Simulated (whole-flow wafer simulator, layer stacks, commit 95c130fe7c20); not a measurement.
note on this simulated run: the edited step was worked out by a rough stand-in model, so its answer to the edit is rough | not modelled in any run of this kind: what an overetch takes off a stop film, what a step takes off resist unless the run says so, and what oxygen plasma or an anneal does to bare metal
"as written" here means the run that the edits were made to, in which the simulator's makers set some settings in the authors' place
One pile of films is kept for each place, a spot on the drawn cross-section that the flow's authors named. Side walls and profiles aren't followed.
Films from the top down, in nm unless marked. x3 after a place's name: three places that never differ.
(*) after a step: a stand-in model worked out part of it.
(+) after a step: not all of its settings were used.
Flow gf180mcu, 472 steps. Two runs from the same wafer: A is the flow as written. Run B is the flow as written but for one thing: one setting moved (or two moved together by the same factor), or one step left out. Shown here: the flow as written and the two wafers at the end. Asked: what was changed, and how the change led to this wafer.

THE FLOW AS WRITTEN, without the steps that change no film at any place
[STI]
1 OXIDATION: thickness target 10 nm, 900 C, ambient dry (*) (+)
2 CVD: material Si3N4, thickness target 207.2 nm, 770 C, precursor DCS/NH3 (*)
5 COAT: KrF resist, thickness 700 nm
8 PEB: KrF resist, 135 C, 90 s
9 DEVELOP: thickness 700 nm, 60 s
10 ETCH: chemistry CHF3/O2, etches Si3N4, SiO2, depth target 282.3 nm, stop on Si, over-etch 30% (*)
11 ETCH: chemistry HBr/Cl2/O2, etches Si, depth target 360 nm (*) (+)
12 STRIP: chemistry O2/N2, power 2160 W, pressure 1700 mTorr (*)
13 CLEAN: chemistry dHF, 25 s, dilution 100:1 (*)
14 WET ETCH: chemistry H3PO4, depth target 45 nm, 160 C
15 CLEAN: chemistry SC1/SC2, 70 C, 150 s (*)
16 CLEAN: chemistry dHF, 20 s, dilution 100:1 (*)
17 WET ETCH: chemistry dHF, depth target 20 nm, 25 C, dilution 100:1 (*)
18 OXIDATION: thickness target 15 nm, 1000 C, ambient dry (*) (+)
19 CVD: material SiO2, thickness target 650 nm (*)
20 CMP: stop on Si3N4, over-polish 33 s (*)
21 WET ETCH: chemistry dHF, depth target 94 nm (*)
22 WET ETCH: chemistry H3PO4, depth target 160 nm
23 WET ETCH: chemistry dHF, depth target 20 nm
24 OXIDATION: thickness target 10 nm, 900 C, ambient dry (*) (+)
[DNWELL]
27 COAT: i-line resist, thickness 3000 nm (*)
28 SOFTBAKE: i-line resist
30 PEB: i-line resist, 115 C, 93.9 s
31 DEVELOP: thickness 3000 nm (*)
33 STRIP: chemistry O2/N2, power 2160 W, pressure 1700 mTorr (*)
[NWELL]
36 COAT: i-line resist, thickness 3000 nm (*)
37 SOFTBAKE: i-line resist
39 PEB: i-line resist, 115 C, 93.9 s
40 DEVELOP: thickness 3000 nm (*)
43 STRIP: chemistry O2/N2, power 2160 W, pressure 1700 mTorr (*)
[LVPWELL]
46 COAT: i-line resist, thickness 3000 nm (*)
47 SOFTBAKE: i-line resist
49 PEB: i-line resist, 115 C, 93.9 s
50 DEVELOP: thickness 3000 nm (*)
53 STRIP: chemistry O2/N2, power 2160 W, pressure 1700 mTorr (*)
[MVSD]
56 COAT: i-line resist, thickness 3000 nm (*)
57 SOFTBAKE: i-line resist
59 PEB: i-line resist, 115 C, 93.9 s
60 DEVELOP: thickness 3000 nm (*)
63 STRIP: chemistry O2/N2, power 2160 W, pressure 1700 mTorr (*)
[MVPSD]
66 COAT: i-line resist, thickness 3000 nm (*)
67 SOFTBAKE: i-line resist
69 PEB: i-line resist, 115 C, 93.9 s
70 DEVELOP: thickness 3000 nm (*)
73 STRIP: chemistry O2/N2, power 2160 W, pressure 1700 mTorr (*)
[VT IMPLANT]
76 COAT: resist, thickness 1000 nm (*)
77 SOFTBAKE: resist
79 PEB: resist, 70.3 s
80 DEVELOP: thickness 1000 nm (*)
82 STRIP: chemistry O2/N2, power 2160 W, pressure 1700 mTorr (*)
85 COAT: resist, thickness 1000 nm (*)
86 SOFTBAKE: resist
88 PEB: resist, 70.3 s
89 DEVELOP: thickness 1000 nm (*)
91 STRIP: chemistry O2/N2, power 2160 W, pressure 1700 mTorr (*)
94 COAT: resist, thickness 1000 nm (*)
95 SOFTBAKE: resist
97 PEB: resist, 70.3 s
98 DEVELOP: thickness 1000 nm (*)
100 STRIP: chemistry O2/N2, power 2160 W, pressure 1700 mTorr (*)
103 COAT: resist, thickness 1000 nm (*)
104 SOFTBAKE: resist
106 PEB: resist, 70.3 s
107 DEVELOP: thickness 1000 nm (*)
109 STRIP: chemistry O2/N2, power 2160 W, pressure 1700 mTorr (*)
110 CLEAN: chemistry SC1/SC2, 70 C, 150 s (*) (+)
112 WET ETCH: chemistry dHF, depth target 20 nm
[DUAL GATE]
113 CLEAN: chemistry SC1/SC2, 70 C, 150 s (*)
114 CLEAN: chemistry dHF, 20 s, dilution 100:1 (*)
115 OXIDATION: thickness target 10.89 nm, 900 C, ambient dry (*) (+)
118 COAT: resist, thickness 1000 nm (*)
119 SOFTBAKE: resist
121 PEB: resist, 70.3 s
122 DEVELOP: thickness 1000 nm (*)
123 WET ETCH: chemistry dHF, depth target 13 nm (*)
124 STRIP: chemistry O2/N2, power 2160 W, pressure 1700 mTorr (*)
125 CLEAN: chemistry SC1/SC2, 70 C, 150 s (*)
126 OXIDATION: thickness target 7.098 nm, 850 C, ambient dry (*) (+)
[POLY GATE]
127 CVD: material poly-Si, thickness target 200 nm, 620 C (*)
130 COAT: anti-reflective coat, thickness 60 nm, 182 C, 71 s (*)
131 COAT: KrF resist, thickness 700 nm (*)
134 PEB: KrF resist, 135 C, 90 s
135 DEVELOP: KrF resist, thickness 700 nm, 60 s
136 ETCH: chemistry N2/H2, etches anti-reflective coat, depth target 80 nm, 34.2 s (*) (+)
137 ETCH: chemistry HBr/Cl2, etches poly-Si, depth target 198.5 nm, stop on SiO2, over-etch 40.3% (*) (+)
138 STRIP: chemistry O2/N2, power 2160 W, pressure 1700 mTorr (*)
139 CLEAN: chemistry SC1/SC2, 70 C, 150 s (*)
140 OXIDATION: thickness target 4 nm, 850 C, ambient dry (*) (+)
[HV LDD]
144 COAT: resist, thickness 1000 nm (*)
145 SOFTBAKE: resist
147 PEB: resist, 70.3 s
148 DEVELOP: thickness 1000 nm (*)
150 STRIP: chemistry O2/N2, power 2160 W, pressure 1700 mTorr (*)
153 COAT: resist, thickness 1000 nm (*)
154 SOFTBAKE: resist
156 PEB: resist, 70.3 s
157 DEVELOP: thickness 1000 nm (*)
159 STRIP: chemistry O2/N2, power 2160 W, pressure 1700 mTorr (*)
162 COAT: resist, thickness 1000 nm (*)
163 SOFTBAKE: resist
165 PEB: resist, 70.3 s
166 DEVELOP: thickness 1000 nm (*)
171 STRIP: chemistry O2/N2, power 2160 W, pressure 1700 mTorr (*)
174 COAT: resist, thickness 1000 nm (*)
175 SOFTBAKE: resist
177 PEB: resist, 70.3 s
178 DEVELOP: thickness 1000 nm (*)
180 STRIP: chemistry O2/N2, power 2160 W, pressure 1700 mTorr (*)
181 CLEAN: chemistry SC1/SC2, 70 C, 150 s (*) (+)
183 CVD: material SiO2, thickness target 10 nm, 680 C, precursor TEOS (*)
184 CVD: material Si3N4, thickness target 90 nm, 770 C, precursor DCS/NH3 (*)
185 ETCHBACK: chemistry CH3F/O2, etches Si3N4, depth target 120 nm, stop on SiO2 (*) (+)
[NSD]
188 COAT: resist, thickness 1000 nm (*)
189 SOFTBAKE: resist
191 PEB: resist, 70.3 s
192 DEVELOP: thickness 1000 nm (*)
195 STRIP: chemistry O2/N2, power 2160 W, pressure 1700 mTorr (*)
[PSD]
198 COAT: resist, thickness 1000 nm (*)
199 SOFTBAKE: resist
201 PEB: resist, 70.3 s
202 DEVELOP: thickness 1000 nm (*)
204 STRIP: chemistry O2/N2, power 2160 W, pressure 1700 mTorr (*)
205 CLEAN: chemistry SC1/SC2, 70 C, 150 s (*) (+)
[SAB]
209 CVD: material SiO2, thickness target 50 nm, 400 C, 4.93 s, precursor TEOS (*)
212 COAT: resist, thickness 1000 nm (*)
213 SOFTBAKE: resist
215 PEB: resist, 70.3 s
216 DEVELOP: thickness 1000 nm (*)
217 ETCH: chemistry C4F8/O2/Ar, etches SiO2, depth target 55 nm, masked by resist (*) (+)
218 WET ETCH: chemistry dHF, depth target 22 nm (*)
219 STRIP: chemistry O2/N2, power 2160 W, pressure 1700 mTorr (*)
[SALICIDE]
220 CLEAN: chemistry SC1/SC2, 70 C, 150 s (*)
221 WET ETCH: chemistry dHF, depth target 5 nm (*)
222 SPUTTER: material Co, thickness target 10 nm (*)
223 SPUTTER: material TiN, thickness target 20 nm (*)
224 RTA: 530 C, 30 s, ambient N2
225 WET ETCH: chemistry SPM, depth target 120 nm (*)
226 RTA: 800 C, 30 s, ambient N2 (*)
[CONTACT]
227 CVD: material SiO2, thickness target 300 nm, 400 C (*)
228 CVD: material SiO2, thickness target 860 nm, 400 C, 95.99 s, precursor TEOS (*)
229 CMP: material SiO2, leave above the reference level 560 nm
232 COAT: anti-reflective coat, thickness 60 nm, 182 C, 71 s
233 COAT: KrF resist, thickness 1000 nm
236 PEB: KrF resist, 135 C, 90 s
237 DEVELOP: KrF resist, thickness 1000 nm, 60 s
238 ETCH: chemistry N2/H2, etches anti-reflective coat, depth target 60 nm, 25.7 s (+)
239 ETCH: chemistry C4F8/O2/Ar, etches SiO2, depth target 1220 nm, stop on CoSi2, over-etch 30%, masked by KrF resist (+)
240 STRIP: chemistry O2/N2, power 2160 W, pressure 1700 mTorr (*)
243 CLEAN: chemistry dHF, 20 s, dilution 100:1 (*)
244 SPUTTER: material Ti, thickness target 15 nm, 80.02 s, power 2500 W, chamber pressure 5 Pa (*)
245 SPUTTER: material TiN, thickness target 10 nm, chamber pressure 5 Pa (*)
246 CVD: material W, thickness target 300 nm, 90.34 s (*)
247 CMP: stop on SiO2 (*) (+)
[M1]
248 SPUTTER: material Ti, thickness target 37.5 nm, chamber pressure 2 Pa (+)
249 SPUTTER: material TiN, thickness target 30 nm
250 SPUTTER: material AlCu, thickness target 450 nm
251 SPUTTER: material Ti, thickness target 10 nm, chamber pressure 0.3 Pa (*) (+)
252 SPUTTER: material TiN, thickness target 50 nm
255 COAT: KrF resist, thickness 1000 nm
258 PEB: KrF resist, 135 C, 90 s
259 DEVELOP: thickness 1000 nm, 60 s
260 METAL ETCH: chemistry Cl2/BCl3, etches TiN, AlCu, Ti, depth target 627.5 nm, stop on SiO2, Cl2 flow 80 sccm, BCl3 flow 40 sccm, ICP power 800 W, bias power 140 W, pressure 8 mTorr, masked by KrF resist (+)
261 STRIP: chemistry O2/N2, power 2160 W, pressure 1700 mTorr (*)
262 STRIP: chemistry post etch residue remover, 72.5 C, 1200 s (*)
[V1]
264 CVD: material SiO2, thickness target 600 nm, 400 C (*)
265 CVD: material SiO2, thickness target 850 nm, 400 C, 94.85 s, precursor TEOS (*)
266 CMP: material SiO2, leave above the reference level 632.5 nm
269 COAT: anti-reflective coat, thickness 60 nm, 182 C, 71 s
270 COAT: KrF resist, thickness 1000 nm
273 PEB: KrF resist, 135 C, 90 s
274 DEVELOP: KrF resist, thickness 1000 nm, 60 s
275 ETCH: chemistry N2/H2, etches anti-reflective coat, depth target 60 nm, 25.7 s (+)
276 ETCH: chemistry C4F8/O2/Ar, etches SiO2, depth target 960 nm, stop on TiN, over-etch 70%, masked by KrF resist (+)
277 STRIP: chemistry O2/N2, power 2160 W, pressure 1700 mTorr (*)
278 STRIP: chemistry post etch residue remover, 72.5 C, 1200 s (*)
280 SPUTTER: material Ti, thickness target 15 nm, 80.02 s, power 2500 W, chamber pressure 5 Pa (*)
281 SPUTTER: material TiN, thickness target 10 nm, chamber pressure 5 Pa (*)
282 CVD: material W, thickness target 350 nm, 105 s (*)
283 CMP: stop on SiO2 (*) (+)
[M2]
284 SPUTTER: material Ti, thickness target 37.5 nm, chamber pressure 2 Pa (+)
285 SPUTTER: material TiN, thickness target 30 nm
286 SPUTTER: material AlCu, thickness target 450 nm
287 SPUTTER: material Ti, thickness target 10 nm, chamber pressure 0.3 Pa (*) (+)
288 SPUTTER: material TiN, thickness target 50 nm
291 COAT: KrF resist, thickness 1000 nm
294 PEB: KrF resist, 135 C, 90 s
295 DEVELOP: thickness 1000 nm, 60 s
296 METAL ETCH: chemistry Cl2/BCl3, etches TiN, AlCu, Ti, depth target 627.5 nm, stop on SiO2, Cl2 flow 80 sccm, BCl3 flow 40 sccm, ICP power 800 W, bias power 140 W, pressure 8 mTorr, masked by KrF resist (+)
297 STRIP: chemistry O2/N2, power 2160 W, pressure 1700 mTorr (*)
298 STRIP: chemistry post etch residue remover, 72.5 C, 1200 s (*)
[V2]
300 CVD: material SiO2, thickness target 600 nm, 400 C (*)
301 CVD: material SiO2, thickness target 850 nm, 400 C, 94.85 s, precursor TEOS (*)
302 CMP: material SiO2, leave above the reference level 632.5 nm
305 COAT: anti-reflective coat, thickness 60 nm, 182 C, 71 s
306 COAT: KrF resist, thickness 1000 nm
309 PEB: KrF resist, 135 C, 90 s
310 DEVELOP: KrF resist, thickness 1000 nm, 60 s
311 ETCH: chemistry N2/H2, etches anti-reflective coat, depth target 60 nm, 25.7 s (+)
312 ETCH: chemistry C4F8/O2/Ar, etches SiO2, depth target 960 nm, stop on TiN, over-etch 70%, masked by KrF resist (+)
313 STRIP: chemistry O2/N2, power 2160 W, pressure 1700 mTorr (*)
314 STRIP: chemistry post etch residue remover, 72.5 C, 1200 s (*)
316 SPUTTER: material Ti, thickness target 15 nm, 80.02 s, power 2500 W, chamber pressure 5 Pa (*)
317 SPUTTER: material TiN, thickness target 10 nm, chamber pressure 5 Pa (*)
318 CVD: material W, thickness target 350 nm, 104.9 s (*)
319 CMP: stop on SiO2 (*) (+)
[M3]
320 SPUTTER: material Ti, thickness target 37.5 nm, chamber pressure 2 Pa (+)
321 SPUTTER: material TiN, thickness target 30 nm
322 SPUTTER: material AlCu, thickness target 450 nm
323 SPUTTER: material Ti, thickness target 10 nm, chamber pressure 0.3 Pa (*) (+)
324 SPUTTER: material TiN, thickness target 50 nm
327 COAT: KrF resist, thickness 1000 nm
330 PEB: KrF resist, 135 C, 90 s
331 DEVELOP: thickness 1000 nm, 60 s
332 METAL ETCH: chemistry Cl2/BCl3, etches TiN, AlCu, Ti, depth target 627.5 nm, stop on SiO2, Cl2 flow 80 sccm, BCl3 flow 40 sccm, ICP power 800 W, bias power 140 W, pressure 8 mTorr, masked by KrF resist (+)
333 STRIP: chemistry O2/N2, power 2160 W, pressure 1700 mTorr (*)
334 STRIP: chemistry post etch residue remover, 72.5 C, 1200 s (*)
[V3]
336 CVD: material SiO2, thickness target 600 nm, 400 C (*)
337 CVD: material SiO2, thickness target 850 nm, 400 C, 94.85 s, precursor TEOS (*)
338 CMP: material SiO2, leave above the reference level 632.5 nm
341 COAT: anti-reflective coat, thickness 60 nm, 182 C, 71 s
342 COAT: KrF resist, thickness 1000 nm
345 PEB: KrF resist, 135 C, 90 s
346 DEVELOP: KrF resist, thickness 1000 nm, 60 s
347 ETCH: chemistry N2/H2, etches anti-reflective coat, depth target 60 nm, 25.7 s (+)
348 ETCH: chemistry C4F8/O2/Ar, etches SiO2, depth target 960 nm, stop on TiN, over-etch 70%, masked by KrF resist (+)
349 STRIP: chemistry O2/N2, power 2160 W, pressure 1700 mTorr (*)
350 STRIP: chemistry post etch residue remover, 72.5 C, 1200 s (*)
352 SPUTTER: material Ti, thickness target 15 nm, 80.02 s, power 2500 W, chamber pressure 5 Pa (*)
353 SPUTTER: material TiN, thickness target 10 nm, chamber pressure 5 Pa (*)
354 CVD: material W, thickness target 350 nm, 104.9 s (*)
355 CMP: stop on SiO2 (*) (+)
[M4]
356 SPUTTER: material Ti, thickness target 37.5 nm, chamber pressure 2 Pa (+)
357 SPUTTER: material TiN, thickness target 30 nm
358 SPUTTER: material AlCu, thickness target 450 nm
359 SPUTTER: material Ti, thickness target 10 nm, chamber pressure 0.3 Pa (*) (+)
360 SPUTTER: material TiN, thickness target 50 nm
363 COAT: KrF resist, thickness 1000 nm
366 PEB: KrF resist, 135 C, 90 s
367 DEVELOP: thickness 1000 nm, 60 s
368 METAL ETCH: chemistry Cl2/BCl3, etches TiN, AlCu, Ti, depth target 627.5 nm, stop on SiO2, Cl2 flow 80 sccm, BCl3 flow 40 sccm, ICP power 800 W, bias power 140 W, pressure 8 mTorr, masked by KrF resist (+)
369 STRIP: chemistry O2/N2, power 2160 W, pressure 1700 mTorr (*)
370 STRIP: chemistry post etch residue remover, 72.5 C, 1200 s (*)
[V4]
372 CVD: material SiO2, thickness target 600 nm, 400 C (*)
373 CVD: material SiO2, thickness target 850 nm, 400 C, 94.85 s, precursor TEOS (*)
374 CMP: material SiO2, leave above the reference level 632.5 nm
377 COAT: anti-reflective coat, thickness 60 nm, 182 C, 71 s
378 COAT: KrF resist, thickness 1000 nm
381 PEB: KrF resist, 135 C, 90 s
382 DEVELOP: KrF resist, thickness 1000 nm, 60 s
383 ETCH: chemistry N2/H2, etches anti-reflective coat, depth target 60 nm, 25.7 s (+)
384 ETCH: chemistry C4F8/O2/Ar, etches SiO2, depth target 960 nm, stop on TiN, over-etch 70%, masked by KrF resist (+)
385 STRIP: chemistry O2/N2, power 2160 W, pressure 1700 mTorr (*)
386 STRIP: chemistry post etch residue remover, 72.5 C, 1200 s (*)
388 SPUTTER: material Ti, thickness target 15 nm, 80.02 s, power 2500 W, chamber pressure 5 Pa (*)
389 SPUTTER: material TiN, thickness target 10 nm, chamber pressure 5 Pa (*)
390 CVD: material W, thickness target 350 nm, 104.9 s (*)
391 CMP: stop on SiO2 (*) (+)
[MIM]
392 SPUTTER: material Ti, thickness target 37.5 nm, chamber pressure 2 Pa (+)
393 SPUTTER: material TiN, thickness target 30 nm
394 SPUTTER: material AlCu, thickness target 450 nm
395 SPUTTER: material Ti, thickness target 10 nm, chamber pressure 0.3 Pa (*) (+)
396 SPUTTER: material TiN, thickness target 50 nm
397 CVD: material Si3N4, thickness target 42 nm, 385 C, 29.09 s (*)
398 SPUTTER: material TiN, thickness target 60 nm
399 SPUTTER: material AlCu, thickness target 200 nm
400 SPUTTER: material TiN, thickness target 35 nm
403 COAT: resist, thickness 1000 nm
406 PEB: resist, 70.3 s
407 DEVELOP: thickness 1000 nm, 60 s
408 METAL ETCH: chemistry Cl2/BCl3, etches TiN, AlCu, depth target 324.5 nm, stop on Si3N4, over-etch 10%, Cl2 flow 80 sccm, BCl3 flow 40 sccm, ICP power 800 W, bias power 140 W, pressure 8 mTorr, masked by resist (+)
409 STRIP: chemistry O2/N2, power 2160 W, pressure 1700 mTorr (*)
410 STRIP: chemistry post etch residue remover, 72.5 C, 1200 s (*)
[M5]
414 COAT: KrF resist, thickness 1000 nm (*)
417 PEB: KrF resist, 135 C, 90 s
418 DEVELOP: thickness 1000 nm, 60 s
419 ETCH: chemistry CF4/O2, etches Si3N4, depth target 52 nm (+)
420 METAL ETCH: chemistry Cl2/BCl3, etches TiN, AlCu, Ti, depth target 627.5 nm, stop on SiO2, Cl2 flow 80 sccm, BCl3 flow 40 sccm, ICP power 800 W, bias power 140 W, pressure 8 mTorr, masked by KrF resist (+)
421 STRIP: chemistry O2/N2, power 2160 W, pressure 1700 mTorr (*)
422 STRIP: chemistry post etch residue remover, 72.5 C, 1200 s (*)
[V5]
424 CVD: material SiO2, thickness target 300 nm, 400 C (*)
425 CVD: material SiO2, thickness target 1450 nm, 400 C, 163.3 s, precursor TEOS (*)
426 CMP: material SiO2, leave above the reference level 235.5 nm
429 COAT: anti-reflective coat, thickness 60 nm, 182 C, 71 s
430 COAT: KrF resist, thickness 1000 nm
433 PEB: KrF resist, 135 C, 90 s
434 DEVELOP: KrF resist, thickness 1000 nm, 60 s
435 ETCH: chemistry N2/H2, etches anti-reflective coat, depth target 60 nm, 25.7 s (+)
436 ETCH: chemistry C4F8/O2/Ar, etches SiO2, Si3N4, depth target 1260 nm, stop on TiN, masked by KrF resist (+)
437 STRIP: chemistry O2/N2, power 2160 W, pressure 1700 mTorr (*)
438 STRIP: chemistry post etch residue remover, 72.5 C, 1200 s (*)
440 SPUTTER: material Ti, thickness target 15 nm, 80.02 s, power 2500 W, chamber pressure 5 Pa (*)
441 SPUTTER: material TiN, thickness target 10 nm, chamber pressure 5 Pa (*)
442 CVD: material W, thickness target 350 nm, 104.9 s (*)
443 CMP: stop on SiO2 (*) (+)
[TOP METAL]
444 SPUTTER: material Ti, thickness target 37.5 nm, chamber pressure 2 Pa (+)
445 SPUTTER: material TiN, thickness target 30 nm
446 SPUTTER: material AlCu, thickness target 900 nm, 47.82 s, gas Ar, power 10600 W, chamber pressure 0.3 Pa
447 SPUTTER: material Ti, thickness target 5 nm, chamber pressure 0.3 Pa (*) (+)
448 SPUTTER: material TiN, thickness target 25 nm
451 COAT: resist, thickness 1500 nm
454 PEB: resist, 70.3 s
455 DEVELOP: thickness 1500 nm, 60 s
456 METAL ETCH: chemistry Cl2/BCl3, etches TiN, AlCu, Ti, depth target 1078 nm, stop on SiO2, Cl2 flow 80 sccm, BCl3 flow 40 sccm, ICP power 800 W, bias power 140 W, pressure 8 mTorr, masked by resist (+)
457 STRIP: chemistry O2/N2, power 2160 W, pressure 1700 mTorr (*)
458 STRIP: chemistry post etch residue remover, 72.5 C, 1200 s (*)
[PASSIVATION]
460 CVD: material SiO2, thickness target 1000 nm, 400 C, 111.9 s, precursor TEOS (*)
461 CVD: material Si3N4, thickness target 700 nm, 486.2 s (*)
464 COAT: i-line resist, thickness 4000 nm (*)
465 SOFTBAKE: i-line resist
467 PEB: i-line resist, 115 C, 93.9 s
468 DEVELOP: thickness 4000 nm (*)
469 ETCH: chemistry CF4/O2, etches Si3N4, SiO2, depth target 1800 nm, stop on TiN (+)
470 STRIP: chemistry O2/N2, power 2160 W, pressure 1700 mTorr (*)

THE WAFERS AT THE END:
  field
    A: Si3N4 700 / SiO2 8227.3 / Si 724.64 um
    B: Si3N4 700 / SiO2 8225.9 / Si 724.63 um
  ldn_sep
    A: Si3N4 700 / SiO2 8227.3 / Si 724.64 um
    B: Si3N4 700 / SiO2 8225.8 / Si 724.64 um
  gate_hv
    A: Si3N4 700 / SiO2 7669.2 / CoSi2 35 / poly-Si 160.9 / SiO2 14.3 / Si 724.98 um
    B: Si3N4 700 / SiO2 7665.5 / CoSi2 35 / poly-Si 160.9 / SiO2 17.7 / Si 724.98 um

The cause: step 126, OXIDATION: thickness target 11.14 nm was run, where the flow has thickness target 7.098 nm.

How the change led to this, step by step:
  126 OXIDATION: thickness target 7.098 nm, 850 C, ambient dry (*) (+)
      gate_hv, active_hv, active_nat and 25 more: A SiO2 +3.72, Si -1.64 | B SiO2 +7.2, Si -3.17
      active, n_well, p_well and 12 more: A SiO2 +7.1 (new film), chemical SiO2 -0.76 (all of it), Si -2.79 | B SiO2 +11.1 (new film), chemical SiO2 -0.76 (all of it), Si -4.57
      (and at 49 more places)
  130 COAT: anti-reflective coat, thickness 60 nm, 182 C, 71 s (*)
      p_well, spacer, sd_n: A anti-reflective coat +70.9 (new film) | B anti-reflective coat +69.4 (new film)
      nplus_u: A anti-reflective coat +66.8 (new film) | B anti-reflective coat +65.4 (new film)
      (and at 1 more place)
  136 ETCH: chemistry N2/H2, etches anti-reflective coat, depth target 80 nm, 34.2 s (*) (+)
      p_well, spacer, sd_n: A anti-reflective coat -70.9 (all of it), poly-Si -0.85 | B anti-reflective coat -69.4 (all of it), poly-Si -0.89
      nplus_u: A anti-reflective coat -66.8 (all of it), poly-Si -0.95 | B anti-reflective coat -65.4 (all of it), poly-Si -0.99
      (and at 1 more place)
  189 SOFTBAKE: resist
      active_hv: A resist +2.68 | B resist -0.53
      nw_enc_fld_lv__w3: A resist +2.11 | B resist -1.6
      (and at 1 more place)
  199 SOFTBAKE: resist
      active_hv: A resist +2.68 | B resist -0.53
      nw_enc_fld_lv__w3: A resist +2.11 | B resist -1.6
      (and at 1 more place)
  218 WET ETCH: chemistry dHF, depth target 22 nm (*)
      active, p_well, sd_n, iso_ptap_pw, iso_ntap_nw, iso_ptap_sub, vpnp_e: A SiO2 -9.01 (all of it) | B SiO2 -12.8 (all of it)
      ldn_tap, ldn_src, ldn_drn, ldp_tap, ldp_src, ldp_drn, ldp_gr: A SiO2 -16 (all of it) | B SiO2 -19.3 (all of it)
      (and at 9 more places)
